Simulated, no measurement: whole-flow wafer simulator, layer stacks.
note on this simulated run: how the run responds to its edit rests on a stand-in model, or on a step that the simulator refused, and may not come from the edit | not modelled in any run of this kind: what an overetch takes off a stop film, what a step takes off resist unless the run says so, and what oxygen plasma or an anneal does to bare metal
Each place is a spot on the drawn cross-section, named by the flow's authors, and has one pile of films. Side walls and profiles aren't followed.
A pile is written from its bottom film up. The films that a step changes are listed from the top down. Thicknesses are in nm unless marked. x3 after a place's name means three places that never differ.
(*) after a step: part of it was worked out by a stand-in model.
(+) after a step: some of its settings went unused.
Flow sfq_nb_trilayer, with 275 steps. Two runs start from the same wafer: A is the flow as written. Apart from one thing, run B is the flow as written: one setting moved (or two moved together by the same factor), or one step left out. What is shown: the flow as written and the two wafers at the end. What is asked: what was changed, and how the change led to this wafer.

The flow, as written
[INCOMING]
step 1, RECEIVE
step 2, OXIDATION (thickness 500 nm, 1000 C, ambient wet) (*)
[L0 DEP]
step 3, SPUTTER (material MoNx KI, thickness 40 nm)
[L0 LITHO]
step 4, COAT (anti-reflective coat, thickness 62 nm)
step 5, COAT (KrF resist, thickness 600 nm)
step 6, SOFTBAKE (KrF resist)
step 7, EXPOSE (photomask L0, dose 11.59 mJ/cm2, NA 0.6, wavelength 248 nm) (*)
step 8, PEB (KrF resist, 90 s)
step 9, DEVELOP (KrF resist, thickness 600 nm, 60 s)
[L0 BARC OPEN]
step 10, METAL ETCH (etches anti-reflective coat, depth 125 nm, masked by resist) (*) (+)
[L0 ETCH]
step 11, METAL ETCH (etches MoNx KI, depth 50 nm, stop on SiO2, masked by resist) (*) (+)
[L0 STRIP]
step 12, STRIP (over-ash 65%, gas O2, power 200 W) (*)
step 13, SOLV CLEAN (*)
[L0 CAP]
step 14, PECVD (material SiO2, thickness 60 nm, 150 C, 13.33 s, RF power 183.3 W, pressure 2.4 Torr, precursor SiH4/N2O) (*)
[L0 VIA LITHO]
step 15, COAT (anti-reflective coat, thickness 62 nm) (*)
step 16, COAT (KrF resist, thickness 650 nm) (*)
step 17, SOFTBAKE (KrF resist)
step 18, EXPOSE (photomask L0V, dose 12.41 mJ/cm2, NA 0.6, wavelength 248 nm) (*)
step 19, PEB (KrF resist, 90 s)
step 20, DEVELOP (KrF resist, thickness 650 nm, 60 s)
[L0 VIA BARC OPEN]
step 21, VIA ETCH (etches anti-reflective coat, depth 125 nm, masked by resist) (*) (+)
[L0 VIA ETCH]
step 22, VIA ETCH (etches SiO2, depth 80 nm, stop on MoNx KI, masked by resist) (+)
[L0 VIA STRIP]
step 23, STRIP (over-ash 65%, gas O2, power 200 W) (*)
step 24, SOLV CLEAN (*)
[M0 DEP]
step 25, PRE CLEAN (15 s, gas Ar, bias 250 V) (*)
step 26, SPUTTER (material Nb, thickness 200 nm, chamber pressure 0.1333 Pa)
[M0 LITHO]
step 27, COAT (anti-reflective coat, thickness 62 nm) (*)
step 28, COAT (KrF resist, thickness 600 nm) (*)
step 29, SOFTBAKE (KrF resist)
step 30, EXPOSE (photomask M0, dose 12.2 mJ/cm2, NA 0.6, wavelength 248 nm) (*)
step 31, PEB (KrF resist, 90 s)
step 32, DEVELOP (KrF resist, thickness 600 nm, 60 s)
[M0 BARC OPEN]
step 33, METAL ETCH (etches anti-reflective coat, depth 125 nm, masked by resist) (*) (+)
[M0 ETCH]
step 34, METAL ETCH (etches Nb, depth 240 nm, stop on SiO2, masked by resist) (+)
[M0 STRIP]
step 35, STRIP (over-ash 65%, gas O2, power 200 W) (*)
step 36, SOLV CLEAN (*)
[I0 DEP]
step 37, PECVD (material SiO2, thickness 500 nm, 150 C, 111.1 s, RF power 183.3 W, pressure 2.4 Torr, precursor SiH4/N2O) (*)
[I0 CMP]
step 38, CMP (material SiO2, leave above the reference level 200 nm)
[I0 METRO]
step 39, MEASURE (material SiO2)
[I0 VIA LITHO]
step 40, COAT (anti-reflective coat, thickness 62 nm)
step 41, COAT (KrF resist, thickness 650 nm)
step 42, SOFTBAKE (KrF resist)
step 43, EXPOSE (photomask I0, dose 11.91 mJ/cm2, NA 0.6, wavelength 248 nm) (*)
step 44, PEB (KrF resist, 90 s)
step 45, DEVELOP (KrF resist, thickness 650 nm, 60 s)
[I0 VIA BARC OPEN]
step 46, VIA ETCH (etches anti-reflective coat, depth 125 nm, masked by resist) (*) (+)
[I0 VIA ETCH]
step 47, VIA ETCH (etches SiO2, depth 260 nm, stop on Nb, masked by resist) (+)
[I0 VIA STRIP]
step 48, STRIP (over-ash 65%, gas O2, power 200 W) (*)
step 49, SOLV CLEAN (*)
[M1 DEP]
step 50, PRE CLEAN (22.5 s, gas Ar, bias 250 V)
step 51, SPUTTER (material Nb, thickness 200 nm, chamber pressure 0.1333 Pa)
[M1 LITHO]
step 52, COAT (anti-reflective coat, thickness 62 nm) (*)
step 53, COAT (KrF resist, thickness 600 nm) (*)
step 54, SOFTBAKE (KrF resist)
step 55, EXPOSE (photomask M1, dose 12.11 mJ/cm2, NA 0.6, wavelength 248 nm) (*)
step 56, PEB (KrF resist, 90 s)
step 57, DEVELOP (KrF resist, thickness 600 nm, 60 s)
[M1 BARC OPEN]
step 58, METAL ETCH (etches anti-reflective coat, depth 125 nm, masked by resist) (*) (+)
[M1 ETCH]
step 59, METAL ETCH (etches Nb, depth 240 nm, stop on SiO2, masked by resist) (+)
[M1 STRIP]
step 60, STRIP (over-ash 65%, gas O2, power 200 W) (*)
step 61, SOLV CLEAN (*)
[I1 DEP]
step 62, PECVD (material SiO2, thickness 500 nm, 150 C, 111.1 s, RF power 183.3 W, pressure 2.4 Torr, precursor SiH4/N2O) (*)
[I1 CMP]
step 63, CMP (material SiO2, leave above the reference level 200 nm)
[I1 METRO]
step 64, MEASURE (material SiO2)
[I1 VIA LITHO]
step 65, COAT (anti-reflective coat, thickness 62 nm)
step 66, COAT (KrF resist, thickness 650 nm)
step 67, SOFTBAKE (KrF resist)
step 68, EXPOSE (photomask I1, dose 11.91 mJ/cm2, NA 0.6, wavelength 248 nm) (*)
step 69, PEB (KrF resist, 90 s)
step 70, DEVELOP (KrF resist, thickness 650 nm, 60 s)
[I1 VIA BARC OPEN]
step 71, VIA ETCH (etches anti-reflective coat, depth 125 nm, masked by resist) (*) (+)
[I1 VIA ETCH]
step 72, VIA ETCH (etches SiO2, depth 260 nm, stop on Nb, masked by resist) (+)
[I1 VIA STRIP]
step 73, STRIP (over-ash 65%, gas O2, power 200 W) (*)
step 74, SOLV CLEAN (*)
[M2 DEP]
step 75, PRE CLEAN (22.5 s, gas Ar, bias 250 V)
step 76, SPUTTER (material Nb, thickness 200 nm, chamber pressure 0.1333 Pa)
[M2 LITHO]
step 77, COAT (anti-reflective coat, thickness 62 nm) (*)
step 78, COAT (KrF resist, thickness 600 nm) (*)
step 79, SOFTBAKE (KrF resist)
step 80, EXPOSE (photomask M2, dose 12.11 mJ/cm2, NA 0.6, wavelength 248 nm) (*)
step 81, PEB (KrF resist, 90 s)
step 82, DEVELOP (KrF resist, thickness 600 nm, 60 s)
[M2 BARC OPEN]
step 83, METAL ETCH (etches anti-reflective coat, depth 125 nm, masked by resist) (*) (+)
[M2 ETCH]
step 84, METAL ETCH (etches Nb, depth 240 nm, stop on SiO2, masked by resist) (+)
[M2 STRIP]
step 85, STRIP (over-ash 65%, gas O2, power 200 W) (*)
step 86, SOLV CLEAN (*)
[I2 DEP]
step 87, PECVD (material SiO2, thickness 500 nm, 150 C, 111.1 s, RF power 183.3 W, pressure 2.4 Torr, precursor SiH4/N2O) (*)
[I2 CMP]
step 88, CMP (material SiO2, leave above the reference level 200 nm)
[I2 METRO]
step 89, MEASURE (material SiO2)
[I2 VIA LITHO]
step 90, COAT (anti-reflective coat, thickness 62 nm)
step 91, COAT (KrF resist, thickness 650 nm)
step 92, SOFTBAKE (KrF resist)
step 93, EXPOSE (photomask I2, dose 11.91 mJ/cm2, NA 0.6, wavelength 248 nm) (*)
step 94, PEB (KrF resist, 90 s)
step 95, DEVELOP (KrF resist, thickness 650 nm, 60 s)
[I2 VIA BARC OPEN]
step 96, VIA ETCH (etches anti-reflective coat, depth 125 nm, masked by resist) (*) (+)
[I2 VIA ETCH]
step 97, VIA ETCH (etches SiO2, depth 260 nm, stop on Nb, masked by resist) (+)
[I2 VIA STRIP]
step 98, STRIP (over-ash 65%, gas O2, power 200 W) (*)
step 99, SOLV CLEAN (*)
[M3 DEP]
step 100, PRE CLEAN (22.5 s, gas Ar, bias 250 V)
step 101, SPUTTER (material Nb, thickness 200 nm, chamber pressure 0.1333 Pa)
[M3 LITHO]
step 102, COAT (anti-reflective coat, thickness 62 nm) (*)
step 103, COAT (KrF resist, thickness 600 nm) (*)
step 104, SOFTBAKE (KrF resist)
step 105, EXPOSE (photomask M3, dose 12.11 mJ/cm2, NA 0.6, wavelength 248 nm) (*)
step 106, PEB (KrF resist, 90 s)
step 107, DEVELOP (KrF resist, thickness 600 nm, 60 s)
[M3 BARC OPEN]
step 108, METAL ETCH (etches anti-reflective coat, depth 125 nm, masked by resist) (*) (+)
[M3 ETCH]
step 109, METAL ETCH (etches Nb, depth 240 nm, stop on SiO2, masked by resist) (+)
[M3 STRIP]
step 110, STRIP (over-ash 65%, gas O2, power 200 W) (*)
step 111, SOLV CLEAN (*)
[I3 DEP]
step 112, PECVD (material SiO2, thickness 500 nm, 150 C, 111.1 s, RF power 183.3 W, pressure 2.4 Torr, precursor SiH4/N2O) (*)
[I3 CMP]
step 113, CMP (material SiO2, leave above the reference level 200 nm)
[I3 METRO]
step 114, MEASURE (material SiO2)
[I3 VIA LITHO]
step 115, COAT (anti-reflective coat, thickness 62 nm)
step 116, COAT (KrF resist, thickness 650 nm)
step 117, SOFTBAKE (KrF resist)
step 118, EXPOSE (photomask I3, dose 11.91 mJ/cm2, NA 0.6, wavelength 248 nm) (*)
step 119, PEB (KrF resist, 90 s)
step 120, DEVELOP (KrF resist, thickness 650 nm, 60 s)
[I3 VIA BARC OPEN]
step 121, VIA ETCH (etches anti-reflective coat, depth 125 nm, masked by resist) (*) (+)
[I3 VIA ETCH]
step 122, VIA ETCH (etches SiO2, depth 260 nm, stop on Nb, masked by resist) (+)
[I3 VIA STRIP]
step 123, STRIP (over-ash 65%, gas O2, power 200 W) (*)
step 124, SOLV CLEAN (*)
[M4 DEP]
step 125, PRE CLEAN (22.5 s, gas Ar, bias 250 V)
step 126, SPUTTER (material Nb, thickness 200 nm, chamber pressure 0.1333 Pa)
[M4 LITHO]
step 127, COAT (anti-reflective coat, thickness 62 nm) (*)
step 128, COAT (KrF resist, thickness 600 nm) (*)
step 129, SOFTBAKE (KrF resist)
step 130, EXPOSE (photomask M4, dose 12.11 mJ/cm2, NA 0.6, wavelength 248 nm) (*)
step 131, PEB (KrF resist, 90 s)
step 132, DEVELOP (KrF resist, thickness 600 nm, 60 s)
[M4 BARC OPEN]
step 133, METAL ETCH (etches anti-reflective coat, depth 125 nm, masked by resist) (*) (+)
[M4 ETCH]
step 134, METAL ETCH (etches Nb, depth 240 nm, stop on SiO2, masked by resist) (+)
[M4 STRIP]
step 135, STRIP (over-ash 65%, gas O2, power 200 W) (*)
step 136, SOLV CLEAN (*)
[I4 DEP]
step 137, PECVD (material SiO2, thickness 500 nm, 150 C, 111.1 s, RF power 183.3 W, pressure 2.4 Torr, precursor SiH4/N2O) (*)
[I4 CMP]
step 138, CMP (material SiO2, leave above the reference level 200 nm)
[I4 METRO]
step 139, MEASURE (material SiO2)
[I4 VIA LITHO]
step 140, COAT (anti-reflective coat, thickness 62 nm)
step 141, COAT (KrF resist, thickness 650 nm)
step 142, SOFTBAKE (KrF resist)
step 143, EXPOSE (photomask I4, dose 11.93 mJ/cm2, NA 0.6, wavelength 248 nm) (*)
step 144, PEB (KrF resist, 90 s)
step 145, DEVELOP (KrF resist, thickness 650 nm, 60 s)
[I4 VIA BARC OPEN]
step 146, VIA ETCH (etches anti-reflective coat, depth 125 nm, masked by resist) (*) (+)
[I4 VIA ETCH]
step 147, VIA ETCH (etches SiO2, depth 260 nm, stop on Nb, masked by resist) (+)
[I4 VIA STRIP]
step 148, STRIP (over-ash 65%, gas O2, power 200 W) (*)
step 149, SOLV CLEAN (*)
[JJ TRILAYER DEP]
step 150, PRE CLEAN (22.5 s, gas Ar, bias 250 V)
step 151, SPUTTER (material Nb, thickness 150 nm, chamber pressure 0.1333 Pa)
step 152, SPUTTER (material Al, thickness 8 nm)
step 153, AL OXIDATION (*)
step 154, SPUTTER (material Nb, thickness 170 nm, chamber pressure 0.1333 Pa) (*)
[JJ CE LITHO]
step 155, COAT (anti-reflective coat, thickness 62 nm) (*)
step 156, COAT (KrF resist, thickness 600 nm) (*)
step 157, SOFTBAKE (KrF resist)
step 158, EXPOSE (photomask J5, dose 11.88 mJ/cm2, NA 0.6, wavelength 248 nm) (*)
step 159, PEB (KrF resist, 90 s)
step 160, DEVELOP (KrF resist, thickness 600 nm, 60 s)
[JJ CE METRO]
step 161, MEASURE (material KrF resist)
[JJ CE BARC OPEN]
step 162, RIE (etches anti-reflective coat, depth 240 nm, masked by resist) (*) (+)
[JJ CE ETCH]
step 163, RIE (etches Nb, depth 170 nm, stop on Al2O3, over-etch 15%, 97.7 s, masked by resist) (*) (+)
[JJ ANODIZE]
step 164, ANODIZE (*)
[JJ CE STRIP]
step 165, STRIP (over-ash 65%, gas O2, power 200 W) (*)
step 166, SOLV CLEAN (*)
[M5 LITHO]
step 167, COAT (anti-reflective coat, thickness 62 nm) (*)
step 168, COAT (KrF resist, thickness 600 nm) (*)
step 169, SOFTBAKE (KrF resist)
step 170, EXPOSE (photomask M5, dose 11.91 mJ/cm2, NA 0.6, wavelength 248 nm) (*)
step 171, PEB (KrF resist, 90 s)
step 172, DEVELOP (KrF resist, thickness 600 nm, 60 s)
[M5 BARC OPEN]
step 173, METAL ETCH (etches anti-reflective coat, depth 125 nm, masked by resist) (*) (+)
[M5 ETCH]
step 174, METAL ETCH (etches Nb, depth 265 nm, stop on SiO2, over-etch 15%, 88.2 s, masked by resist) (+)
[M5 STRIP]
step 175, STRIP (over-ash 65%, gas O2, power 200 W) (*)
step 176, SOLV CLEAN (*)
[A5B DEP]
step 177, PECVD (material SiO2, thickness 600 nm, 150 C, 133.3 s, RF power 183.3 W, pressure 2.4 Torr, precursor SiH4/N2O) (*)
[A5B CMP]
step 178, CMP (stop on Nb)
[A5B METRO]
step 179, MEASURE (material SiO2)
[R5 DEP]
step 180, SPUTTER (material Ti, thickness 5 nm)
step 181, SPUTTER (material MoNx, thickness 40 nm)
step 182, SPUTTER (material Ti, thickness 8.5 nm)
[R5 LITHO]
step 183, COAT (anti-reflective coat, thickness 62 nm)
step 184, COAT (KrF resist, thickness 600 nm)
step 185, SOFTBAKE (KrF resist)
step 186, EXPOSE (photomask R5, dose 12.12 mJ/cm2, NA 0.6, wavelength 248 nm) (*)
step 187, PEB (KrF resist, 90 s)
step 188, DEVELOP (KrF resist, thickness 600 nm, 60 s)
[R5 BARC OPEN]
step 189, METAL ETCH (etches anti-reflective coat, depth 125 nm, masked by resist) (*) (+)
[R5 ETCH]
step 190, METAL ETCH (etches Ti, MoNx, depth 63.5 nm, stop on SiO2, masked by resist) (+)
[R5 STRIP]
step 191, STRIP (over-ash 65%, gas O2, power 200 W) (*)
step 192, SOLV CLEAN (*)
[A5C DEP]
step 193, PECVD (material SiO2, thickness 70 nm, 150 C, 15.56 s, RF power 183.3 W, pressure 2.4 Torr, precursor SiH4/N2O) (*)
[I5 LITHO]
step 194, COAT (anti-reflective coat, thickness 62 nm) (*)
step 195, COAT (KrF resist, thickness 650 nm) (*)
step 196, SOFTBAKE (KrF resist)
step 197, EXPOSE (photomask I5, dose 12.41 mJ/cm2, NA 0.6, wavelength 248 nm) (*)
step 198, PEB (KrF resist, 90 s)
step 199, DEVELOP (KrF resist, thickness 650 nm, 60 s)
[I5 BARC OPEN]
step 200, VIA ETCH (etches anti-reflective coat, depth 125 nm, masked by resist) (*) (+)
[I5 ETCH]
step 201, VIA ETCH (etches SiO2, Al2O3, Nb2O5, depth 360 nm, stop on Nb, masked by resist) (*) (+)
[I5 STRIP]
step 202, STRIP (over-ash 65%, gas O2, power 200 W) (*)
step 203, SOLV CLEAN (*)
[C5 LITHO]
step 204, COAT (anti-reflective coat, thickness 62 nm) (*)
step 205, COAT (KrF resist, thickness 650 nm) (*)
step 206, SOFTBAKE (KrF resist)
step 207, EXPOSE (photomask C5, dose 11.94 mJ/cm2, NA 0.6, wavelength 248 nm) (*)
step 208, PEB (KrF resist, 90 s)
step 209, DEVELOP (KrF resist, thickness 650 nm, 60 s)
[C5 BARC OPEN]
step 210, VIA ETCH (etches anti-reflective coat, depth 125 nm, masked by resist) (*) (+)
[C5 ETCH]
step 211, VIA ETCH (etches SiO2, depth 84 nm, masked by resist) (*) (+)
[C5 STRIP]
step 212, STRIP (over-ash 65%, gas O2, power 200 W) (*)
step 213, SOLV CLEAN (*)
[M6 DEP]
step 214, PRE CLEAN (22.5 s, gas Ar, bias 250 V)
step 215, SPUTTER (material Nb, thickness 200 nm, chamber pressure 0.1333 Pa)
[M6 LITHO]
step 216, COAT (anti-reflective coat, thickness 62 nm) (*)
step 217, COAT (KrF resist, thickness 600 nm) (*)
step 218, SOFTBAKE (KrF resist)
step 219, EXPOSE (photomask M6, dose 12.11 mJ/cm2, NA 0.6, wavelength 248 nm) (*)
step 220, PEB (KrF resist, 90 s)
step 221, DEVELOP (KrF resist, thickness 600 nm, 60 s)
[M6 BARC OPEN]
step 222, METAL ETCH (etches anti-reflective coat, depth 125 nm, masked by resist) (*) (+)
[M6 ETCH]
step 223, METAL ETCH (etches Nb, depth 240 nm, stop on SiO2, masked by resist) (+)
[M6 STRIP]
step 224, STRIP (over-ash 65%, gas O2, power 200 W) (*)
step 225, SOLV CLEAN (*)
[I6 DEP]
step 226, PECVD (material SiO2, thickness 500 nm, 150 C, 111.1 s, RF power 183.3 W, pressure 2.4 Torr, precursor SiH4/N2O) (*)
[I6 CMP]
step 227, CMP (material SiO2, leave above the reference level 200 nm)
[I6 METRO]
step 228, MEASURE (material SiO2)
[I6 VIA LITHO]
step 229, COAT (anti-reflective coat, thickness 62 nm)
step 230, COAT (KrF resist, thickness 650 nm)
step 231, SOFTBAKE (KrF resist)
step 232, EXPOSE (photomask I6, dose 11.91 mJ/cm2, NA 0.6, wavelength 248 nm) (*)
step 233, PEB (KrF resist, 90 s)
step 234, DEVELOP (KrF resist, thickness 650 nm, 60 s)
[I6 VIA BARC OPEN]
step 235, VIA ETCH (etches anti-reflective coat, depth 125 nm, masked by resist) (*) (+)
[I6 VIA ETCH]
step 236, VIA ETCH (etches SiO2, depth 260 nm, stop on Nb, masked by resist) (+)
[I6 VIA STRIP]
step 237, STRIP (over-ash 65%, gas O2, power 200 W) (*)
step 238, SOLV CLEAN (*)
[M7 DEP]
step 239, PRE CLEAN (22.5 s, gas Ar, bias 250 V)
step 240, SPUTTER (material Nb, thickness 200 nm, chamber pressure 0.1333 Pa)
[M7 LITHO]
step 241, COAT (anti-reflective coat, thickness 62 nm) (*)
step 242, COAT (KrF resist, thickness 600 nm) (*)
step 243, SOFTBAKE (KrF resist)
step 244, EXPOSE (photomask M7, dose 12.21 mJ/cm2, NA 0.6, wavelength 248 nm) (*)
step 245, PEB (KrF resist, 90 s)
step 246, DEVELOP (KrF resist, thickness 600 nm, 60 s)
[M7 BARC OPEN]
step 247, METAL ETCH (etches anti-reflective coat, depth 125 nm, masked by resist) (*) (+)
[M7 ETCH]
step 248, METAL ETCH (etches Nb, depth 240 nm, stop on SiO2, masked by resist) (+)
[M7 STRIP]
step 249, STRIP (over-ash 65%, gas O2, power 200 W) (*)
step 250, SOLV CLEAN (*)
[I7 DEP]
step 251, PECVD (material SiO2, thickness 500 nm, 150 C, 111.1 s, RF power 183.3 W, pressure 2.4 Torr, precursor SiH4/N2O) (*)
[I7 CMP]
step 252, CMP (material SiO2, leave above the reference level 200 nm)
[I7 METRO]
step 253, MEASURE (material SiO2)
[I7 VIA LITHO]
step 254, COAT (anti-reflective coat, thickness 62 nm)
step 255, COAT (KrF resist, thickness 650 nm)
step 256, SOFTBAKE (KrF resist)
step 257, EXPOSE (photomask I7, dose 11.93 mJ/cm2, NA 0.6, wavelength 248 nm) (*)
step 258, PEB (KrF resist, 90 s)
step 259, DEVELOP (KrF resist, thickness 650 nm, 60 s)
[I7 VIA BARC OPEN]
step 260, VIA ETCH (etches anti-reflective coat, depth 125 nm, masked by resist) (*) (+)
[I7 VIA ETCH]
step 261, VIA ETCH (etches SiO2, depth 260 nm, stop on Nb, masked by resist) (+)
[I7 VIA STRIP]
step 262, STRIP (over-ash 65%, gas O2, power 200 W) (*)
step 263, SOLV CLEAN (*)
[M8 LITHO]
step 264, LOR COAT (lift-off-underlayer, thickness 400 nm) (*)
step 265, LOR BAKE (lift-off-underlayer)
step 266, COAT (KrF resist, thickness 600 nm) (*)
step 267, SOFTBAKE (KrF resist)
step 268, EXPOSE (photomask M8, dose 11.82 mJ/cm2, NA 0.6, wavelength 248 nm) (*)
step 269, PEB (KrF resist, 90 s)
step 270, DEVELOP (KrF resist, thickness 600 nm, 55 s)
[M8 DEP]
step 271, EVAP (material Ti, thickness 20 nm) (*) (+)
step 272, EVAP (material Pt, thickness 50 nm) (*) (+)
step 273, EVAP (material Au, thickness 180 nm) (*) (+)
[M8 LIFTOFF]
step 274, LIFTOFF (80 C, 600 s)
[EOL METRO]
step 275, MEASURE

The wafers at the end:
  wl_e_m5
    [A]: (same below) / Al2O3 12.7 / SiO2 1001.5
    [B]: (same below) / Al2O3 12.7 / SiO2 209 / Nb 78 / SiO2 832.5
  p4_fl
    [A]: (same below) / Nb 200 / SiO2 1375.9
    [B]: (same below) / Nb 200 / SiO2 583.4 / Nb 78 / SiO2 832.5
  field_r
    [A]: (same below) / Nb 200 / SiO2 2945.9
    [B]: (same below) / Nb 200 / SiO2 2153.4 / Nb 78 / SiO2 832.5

Cause: step 215, SPUTTER: thickness 318 nm was run, whereas the flow has thickness 200 nm.

The path from the change to this, step by step:
  step 215, SPUTTER (material Nb, thickness 200 nm, chamber pressure 0.1333 Pa)
      field_l, v_sur, via_wl and 100 more: A Nb gains 200 (new film) | B Nb gains 318 (new film)
      be: A Nb gains 147.3 | B Nb gains 232.2
      (as well as at 2 more places)
  step 216, COAT (anti-reflective coat, thickness 62 nm) (*)
      be: A anti-reflective coat gains 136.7 (new film) | B anti-reflective coat gains 148.8 (new film)
      be_sur: A anti-reflective coat gains 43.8 (new film) | B anti-reflective coat gains 44.8 (new film)
      (as well as at 3 more places)
  step 217, COAT (KrF resist, thickness 600 nm) (*)
      be: A KrF resist gains 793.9 (new film) | B KrF resist gains 812 (new film)
  step 223, METAL ETCH (etches Nb, depth 240 nm, stop on SiO2, masked by resist) (+)
      field_l, gap, moat and 76 more: A Nb loses 200 (all of it) | B Nb loses 240
  step 224, STRIP (over-ash 65%, gas O2, power 200 W) (*)
      be: A KrF resist loses 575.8 (all of it), anti-reflective coat loses 136.7 (all of it) | B KrF resist loses 593.8 (all of it), anti-reflective coat loses 148.8 (all of it)
      be_sur: A KrF resist loses 371.2 (all of it), anti-reflective coat loses 43.8 (all of it) | B KrF resist loses 368.5 (all of it), anti-reflective coat loses 44.8 (all of it)
      (as well as at 3 more places)
  step 226, PECVD (material SiO2, thickness 500 nm, 150 C, 111.1 s, RF power 183.3 W, pressure 2.4 Torr, precursor SiH4/N2O) (*)
      field_l, p4_fl, p4_fm and 62 more: A SiO2 gains 500 | B SiO2 gains 500 (new film)
      moat, field_r, lsp_l, ln_m5, lsp_m: A SiO2 gains 493.6 | B SiO2 gains 492.3 (new film)
      (as well as at 10 more places)
  step 227, CMP (material SiO2, leave above the reference level 200 nm)
      field_l, p4_fl, p4_fm and 59 more: A SiO2 loses 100 | B SiO2 loses 60
      moat, field_r, lsp_l, ln_m5, lsp_m: A SiO2 loses 93.6 | B SiO2 loses 52.3
      (as well as at 9 more places)
If metal films that touch count as one body, wl_e_m5 has 7 bodies (between them, from the top down: SiO2 209 / Al2O3 12.7 / Nb2O5 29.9; SiO2 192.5; SiO2 192.5; SiO2 192.5; SiO2 192.5; SiO2 192.5); the flow as written gives 6 bodies (between them, from the top down: SiO2 192.5; SiO2 192.5; SiO2 192.5; SiO2 192.5; SiO2 192.5).
If metal films that touch count as one body, p4_fl has 3 bodies (between them, from the top down: SiO2 583.4; SiO2 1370); the flow as written gives 2 bodies (between them, from the top down: SiO2 1370).
If metal films that touch count as one body, field_r has 2 bodies (between them, from the top down: SiO2 2153.4); the flow as written gives 1 body.
